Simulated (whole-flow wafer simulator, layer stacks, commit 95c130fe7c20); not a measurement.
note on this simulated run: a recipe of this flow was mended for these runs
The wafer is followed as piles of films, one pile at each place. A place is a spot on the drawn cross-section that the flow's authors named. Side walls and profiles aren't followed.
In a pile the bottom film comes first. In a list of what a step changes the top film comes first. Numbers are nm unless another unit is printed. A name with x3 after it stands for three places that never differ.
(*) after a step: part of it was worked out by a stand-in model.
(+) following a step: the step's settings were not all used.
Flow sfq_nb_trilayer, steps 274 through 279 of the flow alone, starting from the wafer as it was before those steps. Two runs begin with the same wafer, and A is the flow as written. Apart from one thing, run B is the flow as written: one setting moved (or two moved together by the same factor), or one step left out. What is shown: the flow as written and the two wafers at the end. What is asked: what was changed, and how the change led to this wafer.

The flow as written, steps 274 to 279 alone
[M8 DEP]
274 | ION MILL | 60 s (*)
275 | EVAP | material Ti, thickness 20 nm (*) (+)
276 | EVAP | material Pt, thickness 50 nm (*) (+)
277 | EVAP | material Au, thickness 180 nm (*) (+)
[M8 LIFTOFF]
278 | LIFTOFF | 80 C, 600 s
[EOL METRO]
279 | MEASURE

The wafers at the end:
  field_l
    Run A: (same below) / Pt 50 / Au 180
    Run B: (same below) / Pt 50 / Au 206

The reason: step 277, EVAP: thickness 206 nm was run, though the flow has thickness 180 nm.
One can read it off the wafer: field_l has Au 206, and step 277 as written asks for 180 nm.

Step by step, how the change led to this:
  277 | EVAP | material Au, thickness 180 nm (*) (+)
      field_l, v_sur x3, via_wl x2 and 100 more: A +180 Au (new film) | B +206 Au (new film)
  278 | LIFTOFF | 80 C, 600 s
      p4_fl x5, p4_w1 x9, p3_s0 x11 and 49 more: A -180 Au (all of it), -50 Pt (all of it), -20 Ti (all of it), -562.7 KrF-resist-other-grade (all of it), -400 lift-off-underlayer (all of it) | B -206 Au (all of it), -50 Pt (all of it), -20 Ti (all of it), -562.7 KrF-resist-other-grade (all of it), -400 lift-off-underlayer (all of it)
      r_sur, res, r_end: A -180 Au (all of it), -50 Pt (all of it), -20 Ti (all of it), -559.9 KrF-resist-other-grade (all of it), -399.5 lift-off-underlayer (all of it) | B -206 Au (all of it), -50 Pt (all of it), -20 Ti (all of it), -559.9 KrF-resist-other-grade (all of it), -399.5 lift-off-underlayer (all of it)
      (and at 18 other places as well)
